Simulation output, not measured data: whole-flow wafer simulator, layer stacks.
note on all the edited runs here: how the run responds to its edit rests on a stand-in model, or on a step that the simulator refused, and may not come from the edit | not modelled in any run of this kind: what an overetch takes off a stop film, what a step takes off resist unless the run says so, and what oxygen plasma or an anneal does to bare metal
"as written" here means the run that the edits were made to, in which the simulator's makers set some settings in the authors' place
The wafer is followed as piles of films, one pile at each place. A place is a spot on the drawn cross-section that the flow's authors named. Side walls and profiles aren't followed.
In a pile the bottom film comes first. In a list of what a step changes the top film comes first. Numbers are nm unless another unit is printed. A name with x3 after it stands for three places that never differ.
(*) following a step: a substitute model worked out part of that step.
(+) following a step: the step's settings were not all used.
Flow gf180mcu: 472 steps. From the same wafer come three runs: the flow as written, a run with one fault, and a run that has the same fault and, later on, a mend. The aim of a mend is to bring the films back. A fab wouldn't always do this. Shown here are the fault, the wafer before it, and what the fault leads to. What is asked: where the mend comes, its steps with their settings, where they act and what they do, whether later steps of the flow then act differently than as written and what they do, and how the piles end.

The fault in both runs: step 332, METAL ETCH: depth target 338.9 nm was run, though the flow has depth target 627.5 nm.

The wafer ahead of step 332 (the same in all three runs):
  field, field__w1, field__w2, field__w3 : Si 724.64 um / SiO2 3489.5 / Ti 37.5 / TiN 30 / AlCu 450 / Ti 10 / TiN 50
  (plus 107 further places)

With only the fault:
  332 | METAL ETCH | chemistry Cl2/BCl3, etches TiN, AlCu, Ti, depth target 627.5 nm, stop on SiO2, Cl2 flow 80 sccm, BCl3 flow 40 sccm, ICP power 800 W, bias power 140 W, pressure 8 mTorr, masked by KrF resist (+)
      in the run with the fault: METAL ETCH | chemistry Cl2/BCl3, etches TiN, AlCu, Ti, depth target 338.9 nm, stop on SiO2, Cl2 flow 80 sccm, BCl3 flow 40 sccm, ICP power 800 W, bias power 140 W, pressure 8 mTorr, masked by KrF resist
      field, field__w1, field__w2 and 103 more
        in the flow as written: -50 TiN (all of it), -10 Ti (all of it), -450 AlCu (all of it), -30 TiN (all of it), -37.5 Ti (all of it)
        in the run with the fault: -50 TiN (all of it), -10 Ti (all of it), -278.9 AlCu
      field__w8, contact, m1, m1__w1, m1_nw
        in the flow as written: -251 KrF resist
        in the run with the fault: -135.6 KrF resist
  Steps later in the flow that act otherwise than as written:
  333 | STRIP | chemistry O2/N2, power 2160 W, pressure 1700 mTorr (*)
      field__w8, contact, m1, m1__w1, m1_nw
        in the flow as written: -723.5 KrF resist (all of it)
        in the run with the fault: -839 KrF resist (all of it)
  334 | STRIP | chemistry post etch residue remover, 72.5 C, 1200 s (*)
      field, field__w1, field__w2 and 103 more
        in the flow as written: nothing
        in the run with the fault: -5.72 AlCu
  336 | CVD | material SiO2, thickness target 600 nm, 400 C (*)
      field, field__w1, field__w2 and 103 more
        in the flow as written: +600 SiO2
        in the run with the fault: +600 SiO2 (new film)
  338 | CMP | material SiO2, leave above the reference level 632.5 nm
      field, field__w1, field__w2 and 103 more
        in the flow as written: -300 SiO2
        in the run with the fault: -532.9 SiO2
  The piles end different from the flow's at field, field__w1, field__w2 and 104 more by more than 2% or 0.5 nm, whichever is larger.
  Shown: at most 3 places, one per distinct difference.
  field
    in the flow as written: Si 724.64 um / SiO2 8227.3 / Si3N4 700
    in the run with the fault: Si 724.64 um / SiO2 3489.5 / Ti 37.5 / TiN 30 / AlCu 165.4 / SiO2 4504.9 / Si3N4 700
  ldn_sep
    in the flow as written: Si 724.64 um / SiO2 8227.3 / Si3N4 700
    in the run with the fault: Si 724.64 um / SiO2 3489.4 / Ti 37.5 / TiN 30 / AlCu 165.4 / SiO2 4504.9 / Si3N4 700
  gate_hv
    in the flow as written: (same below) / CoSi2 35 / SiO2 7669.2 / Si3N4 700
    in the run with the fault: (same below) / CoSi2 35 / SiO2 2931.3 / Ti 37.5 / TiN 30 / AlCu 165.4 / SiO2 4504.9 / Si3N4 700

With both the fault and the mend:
  After step 334 comes the mend.
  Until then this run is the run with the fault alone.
  334a | DEHYDRATE | 200 C, 60 s (a further turn of the flow's step 325)
      leaves every film unchanged at each place that is followed
  334b | HMDS | 120 C, 60 s (a further turn of the flow's step 326)
      leaves every film unchanged at each place that is followed
  334c | COAT | KrF resist, thickness 1000 nm (*) (a further turn of the flow's step 327)
      iso_ptap_pw, iso_ntap_nw, iso_nw_fld and 33 more
        +1000 KrF resist (new film)
      field__w5, field__w9, field_sub__w4 and 12 more
        +1002.2 KrF resist (new film)
      field_sub, field_sub__w1, field_sub__w3 and 10 more
        +1002.3 KrF resist (new film)
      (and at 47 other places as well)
  334d | SOFTBAKE | KrF resist (a further turn of the flow's step 328)
      leaves every film unchanged at each place that is followed
  334e | EXPOSE | photomask Metal3 (a further turn of the flow's step 329)
      leaves every film unchanged at each place that is followed
  334f | PEB | KrF resist, 135 C, 90 s (a further turn of the flow's step 330)
      field__w1, field__w2, field__w3 and 58 more
        -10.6 KrF resist
      iso_ptap_pw, iso_ntap_nw, iso_nw_fld and 33 more
        -10.5 KrF resist
      sd_p, gate_p, nw_sep_fld, polyc_n
        -10.7 KrF resist
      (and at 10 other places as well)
  334g | DEVELOP | thickness 1000 nm, 60 s (a further turn of the flow's step 331)
      iso_ptap_pw, iso_ntap_nw, iso_nw_fld and 33 more
        -989.5 KrF resist (all of it)
      field__w10, field_sub__w2, field_sub__w4 and 12 more
        -991.6 KrF resist (all of it)
      field__w5, field__w9, field_sub and 7 more
        -991.7 KrF resist (all of it)
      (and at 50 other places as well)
  334h | METAL ETCH | chemistry Cl2/BCl3, etches TiN, AlCu, Ti, depth target 288.6 nm, stop on SiO2, Cl2 flow 80 sccm, BCl3 flow 40 sccm, ICP power 800 W, bias power 140 W, pressure 8 mTorr, masked by KrF resist (+) (a further turn of the flow's step 332, with different settings)
      field, field__w1, field__w2 and 103 more
        -165.4 AlCu (all of it), -30 TiN (all of it), -37.5 Ti (all of it)
      field__w8, contact, m1, m1__w1, m1_nw
        -115.4 KrF resist
  334i | STRIP | chemistry O2/N2, power 2160 W, pressure 1700 mTorr (*) (a further turn of the flow's step 333)
      field__w8, m1
        -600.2 KrF resist (all of it)
      contact
        -598.3 KrF resist (all of it)
      m1__w1
        -609 KrF resist (all of it)
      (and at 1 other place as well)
  334j | STRIP | chemistry post etch residue remover, 72.5 C, 1200 s (*) (a further turn of the flow's step 334)
      field__w8, contact, m1, m1__w1, m1_nw
        -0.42 TiN
  Later steps of the flow that are run all act as written at every place that is followed, up to a difference of at most 2% or 0.5 nm, whichever is larger.
  When the end is reached, the piles differ only a little from the flow's at the places that both follow, at most by 2% or 0.5 nm, whichever is larger.
